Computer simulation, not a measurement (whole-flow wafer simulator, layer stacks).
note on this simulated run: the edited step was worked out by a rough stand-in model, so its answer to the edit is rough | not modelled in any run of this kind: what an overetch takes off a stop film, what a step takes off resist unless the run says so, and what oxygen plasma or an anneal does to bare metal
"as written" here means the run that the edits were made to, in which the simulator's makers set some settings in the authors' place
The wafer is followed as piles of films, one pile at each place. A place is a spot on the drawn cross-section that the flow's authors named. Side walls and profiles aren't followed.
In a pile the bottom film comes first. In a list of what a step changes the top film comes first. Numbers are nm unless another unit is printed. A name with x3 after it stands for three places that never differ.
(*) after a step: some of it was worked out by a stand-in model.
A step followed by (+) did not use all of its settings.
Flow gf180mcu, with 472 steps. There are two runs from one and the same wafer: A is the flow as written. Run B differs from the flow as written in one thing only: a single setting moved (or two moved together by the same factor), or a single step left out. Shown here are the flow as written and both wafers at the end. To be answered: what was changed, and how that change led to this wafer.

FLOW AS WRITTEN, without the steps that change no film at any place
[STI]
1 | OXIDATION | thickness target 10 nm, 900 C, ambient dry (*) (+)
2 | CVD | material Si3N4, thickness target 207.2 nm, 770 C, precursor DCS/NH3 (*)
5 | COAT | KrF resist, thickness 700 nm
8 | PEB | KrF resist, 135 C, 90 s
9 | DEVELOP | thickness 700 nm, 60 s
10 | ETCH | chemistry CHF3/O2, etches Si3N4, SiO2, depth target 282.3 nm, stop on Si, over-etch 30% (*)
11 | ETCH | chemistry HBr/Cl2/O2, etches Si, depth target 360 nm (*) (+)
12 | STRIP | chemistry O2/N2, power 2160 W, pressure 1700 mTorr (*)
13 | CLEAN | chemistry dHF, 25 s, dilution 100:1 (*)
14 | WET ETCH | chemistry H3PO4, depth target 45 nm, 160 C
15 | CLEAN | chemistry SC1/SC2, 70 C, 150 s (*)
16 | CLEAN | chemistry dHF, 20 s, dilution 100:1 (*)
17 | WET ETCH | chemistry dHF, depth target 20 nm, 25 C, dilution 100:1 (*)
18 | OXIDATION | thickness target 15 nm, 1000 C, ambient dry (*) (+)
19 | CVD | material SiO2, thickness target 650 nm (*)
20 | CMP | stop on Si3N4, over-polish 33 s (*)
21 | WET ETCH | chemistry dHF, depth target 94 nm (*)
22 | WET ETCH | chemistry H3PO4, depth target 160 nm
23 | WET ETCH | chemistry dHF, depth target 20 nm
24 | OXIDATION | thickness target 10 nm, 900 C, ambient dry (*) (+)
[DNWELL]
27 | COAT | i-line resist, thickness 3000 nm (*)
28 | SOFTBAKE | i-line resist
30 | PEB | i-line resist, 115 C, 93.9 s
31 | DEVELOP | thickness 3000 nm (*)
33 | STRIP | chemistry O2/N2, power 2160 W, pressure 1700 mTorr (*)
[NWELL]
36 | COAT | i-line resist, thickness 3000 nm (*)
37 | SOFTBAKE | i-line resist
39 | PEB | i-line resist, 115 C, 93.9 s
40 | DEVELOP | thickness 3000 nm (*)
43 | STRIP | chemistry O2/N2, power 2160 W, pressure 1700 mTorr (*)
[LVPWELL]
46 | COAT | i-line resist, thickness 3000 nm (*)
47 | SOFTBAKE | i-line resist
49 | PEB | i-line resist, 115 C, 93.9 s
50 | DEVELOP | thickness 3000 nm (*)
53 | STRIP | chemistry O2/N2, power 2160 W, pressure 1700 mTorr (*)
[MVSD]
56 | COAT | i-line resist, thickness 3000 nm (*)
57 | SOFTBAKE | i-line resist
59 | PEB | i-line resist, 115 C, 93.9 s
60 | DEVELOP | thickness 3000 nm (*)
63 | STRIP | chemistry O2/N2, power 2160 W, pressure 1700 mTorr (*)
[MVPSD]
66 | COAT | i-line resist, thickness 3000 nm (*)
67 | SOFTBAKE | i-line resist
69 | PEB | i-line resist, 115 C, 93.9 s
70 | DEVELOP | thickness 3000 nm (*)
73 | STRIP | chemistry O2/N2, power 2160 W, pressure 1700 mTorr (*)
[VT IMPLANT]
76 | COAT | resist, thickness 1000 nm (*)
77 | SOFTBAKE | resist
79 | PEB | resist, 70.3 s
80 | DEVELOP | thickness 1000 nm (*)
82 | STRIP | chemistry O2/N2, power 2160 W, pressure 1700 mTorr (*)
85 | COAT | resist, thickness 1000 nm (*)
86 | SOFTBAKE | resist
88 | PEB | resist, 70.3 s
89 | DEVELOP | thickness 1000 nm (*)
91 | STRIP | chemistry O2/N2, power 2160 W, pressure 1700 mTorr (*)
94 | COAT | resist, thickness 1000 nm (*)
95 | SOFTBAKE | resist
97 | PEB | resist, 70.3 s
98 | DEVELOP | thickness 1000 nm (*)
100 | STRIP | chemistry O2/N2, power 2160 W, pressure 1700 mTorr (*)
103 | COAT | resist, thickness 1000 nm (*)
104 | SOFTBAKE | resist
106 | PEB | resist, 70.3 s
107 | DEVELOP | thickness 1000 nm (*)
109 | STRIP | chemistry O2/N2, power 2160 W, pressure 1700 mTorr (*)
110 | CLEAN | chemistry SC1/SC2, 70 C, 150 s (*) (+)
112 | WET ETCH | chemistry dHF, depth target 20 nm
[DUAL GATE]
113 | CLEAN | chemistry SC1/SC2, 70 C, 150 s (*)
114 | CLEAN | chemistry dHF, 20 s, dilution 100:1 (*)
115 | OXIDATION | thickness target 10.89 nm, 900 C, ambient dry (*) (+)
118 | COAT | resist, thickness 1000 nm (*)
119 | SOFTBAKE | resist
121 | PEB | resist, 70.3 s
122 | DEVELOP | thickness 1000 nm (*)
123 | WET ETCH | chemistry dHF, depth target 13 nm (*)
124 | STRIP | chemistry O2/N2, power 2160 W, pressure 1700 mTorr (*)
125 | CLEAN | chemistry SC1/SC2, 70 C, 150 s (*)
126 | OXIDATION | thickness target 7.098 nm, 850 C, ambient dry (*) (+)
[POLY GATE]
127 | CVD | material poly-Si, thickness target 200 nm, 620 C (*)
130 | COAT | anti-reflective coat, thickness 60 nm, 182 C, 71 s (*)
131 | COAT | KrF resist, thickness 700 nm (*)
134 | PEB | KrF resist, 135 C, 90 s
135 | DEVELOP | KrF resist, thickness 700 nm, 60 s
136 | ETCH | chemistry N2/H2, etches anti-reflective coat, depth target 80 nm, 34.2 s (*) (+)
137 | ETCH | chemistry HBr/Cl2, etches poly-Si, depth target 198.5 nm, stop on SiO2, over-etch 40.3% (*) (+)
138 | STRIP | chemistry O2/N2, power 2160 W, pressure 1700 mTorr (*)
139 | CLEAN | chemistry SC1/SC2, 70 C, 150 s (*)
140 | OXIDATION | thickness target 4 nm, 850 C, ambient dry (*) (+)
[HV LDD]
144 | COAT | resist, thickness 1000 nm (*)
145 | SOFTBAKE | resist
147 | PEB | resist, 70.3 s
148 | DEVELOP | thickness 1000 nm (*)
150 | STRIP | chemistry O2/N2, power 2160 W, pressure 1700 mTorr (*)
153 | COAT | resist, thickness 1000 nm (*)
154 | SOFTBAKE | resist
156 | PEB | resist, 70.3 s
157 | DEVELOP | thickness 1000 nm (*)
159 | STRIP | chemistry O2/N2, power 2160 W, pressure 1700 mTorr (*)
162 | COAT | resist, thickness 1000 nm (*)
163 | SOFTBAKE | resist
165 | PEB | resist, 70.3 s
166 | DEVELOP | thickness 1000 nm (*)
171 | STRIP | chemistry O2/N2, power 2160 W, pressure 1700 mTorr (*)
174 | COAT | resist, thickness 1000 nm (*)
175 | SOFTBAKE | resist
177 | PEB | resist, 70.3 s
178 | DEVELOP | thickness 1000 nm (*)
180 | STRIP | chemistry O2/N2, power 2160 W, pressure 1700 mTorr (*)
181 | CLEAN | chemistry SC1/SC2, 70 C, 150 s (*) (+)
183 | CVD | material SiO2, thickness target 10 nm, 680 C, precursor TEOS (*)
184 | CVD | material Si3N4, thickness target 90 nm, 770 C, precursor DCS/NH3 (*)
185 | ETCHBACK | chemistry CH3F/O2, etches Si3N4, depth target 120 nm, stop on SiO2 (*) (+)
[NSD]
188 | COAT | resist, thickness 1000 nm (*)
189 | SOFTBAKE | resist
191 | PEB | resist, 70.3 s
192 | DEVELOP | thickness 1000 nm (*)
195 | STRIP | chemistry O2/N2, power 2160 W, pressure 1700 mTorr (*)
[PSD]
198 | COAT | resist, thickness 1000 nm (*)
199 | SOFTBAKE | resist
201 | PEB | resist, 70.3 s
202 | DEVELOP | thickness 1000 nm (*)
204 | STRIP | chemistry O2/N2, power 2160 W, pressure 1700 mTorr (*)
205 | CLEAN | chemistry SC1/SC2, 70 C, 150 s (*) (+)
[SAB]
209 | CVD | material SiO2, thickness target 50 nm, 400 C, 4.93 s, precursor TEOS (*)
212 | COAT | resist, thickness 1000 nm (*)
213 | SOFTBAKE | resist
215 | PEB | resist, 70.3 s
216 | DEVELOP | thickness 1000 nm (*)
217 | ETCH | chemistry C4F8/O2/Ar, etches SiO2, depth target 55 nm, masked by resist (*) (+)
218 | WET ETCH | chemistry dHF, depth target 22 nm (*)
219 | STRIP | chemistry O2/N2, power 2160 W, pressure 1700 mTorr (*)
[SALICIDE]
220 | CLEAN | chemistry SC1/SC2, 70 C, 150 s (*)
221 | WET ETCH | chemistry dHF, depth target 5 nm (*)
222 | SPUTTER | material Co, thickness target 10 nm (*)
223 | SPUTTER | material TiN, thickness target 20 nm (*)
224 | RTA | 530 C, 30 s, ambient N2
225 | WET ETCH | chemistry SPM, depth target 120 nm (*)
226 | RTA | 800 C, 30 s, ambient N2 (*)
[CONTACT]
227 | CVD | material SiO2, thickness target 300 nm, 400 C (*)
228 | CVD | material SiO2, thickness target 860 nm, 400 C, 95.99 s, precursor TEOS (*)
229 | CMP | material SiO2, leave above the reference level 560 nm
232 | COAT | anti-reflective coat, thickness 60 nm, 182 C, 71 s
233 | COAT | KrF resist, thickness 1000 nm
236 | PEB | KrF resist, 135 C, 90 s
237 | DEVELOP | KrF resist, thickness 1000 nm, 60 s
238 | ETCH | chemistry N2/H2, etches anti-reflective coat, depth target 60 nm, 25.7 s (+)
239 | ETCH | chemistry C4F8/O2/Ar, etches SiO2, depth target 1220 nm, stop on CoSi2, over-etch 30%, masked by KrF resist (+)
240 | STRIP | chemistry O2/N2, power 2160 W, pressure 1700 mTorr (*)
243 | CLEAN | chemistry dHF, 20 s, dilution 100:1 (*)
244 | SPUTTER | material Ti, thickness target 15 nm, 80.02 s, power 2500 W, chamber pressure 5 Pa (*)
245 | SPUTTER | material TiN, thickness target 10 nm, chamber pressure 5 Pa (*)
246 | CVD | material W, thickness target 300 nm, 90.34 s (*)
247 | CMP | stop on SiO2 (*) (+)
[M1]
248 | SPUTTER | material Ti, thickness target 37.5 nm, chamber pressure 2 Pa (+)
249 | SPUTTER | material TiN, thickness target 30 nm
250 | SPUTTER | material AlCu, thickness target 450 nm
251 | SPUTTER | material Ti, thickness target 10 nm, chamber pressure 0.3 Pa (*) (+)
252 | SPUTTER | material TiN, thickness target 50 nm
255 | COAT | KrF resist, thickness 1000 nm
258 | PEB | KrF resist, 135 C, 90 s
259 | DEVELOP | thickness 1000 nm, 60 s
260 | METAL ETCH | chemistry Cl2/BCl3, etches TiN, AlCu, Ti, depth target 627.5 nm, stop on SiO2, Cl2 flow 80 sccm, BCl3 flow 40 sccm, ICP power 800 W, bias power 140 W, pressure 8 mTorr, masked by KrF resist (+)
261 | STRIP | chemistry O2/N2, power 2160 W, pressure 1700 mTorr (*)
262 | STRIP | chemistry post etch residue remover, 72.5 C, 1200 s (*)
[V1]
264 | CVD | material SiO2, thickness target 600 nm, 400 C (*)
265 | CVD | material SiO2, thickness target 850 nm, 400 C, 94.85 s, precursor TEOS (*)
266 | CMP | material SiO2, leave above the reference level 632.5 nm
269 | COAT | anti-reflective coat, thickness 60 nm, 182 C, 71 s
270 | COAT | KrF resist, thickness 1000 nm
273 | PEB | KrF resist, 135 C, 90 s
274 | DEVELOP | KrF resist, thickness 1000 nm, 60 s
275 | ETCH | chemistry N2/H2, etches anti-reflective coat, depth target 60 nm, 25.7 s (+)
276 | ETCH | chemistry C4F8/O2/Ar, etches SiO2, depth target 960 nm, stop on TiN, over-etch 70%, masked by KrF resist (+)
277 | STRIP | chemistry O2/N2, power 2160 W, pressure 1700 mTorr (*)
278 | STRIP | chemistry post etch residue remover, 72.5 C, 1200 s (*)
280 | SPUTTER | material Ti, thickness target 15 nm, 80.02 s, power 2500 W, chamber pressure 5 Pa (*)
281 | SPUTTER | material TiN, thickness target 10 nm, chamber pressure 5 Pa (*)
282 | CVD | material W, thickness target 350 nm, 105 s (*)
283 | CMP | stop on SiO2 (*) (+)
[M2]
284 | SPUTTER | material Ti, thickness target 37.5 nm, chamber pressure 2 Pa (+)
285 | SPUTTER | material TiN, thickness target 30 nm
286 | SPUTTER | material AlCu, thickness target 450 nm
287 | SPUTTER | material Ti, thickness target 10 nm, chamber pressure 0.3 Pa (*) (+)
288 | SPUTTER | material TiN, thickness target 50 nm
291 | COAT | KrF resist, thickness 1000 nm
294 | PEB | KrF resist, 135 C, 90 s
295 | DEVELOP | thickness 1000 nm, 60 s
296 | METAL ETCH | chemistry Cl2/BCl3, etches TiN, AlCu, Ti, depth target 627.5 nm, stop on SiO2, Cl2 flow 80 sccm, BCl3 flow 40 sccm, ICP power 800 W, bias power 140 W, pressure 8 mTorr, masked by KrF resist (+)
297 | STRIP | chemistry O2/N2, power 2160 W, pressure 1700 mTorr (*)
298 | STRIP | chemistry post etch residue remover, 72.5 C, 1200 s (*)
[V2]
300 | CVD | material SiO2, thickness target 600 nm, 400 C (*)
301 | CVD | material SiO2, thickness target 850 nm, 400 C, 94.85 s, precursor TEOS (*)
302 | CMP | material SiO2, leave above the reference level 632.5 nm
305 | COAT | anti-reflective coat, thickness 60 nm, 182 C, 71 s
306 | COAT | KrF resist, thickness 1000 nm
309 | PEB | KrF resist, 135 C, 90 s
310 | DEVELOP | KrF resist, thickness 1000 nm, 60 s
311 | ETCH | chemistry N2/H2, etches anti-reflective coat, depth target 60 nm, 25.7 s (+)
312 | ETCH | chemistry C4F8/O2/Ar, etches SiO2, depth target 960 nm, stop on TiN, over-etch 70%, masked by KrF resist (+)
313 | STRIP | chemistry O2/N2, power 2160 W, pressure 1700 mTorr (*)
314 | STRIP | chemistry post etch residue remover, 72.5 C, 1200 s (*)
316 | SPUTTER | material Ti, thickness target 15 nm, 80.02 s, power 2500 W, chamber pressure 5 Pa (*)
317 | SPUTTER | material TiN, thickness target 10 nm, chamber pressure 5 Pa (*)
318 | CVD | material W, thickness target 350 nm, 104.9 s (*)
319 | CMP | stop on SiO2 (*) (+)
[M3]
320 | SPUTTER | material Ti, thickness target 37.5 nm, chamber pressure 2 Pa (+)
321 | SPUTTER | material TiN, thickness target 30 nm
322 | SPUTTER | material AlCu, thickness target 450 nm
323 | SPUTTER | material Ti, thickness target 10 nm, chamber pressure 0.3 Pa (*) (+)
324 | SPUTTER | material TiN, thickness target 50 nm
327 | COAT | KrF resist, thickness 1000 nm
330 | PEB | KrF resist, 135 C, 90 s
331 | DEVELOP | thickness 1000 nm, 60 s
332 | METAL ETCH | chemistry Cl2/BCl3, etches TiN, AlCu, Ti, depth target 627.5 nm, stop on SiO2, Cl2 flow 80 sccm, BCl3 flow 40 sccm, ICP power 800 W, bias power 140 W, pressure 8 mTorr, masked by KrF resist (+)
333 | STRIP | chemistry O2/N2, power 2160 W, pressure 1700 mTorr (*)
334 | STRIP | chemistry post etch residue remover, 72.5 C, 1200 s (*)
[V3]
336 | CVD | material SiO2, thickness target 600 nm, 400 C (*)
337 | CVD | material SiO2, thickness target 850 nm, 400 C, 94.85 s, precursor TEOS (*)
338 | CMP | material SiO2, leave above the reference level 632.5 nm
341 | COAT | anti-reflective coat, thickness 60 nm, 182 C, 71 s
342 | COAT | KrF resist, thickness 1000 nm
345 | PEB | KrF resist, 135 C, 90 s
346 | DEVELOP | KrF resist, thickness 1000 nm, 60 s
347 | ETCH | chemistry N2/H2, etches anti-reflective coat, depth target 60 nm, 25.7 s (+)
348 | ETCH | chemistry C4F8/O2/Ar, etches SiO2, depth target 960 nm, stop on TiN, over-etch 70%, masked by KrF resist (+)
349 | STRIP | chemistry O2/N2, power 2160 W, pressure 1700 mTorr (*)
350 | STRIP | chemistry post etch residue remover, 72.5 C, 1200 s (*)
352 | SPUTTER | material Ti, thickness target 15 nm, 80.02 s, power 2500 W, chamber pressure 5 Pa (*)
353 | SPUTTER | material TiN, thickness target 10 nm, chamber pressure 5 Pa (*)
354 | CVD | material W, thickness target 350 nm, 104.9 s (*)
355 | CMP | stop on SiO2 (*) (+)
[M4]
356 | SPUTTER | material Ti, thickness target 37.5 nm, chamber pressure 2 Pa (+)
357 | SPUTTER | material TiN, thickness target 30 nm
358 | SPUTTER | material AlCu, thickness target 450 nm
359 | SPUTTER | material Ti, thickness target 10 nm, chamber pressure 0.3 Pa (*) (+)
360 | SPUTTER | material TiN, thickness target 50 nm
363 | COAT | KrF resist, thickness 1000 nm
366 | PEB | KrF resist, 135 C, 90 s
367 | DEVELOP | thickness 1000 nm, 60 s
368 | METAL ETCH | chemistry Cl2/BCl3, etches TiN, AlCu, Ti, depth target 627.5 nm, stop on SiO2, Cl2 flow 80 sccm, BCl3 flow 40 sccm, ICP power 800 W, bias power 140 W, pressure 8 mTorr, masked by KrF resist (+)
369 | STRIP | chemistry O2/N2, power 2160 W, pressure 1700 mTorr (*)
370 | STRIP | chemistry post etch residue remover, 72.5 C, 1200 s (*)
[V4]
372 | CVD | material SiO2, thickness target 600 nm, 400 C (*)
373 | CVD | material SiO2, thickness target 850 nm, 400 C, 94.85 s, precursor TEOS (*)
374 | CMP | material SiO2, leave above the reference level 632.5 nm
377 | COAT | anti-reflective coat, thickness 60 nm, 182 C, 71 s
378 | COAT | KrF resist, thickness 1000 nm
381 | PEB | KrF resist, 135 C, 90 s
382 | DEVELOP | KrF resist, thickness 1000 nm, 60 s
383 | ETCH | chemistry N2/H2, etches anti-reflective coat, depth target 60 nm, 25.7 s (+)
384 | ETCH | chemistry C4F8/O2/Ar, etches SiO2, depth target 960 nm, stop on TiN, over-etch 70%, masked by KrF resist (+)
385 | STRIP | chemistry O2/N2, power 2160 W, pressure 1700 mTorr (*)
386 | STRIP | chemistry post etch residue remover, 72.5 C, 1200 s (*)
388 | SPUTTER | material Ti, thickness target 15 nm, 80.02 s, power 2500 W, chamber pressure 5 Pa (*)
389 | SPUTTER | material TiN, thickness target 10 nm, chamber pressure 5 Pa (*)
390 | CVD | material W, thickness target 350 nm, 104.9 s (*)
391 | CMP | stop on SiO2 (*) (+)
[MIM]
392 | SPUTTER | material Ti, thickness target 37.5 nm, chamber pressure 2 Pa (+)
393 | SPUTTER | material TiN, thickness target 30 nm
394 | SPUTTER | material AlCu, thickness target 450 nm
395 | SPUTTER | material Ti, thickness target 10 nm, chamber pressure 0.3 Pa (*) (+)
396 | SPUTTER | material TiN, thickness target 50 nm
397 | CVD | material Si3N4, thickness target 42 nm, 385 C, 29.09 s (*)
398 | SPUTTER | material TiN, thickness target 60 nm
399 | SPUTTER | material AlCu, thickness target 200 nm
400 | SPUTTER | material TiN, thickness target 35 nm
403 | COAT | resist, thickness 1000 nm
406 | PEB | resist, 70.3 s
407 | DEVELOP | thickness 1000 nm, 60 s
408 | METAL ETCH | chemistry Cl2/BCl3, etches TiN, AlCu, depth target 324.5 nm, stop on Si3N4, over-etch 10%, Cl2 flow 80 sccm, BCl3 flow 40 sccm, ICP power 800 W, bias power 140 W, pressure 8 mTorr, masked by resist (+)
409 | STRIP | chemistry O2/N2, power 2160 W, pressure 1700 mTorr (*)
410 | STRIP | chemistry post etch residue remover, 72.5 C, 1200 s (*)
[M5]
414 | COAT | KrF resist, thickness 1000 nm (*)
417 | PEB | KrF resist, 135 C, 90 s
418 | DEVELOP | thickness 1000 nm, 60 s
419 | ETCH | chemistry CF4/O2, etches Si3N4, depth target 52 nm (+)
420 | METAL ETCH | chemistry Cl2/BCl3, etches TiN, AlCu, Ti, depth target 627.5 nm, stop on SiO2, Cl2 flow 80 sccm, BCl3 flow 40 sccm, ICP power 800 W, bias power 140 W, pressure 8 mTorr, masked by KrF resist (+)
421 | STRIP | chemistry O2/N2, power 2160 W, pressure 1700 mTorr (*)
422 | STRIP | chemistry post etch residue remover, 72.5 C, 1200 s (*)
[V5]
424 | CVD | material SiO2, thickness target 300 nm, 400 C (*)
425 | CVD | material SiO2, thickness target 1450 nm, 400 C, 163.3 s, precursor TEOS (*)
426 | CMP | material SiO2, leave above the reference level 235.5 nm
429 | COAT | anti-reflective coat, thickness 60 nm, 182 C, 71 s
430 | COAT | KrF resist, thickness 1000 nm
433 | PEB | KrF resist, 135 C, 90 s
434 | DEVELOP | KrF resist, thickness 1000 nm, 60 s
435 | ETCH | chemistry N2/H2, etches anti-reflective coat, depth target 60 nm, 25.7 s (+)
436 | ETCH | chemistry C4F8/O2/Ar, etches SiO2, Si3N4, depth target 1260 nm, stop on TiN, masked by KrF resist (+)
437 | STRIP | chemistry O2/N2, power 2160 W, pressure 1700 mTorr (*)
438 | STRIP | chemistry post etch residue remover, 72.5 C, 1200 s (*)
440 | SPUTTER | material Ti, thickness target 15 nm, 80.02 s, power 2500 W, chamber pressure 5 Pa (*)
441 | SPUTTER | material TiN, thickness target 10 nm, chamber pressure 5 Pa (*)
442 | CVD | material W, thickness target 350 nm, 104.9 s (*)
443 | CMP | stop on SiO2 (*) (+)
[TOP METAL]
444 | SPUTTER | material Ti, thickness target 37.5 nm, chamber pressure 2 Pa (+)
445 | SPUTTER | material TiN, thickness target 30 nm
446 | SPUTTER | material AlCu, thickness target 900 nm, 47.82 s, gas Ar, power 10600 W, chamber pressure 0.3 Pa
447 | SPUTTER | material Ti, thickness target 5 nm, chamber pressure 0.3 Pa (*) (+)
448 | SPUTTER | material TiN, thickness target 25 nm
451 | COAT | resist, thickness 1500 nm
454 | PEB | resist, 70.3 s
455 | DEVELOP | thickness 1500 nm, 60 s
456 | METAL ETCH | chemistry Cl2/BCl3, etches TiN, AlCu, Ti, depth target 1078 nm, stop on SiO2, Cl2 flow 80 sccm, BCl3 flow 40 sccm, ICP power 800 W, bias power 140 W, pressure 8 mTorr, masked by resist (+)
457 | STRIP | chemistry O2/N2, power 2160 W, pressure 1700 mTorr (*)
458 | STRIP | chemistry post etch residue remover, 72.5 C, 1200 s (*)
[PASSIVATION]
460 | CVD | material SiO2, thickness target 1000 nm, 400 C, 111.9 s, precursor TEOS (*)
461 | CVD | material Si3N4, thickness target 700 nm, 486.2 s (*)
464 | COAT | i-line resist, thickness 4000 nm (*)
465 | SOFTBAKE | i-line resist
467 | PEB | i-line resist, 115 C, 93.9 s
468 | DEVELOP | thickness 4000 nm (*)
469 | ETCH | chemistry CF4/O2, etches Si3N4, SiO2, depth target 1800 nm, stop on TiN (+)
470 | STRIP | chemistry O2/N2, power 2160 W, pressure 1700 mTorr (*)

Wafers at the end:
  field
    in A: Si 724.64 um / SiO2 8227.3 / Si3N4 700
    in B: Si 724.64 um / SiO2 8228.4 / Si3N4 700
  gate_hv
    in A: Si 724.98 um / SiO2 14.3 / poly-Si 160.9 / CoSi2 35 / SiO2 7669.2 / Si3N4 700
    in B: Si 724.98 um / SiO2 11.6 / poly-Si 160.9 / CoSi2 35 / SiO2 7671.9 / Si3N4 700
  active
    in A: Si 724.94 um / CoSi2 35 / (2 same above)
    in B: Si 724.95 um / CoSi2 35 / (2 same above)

What caused this: step 115, OXIDATION: thickness target 7.893 nm was run, though the flow has thickness target 10.89 nm.

How this came from the change, step by step:
  115 | OXIDATION | thickness target 10.89 nm, 900 C, ambient dry (*) (+)
      active, n_well, p_well and 40 more: A +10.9 SiO2 (new film), -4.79 Si | B +7.89 SiO2 (new film), -3.47 Si
      field, field__w1, field__w2 and 6 more: A +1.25 SiO2, -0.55 Si | B +0.74 SiO2, -0.32 Si
      (also at 12 further places)
  123 | WET ETCH | chemistry dHF, depth target 13 nm (*)
      active, n_well, p_well and 12 more: A -10.9 SiO2 (all of it) | B -7.89 SiO2 (all of it)
  130 | COAT | anti-reflective coat, thickness 60 nm, 182 C, 71 s (*)
      p_well, spacer, sd_n: A +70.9 anti-reflective coat (new film) | B +69.3 anti-reflective coat (new film)
      contact: A +67.5 anti-reflective coat (new film) | B +66 anti-reflective coat (new film)
  136 | ETCH | chemistry N2/H2, etches anti-reflective coat, depth target 80 nm, 34.2 s (*) (+)
      p_well, spacer, sd_n: A -70.9 anti-reflective coat (all of it), -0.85 poly-Si | B -69.3 anti-reflective coat (all of it), -0.89 poly-Si
      contact: A -67.5 anti-reflective coat (all of it), -0.94 poly-Si | B -66 anti-reflective coat (all of it), -0.97 poly-Si
  145 | SOFTBAKE | resist
      active_nat: A +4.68 resist | B +8.91 resist
  154 | SOFTBAKE | resist
      active_nat: A +4.68 resist | B +8.91 resist
  163 | SOFTBAKE | resist
      active_nat: A +4.68 resist | B +8.91 resist
  175 | SOFTBAKE | resist
      active_nat: A +4.68 resist | B +8.91 resist
  189 | SOFTBAKE | resist
      active_hv: A +2.68 resist | B -0.45 resist
      nw_enc_fld_lv__w3: A +2.11 resist | B -1.66 resist
      (also at 1 further place)
  199 | SOFTBAKE | resist
      active_hv: A +2.68 resist | B -0.45 resist
      nw_enc_fld_lv__w3: A +2.11 resist | B -1.66 resist
      (also at 1 further place)
  218 | WET ETCH | chemistry dHF, depth target 22 nm (*)
      ldn_tap, ldn_src, ldn_drn, ldp_tap, ldp_src, ldp_drn, ldp_gr: A -16 SiO2 (all of it) | B -13.4 SiO2 (all of it)
      ld_drn_n, ld_sd_p: A -14.8 SiO2 (all of it) | B -12.2 SiO2 (all of it)
      (also at 5 further places)
  223 | SPUTTER | material TiN, thickness target 20 nm (*)
      field__w12: A +12 TiN (new film) | B +12.6 TiN (new film)
  225 | WET ETCH | chemistry SPM, depth target 120 nm (*)
      field__w12: A -12 TiN (all of it), -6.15 Co (all of it) | B -12.6 TiN (all of it), -6.14 Co (all of it)
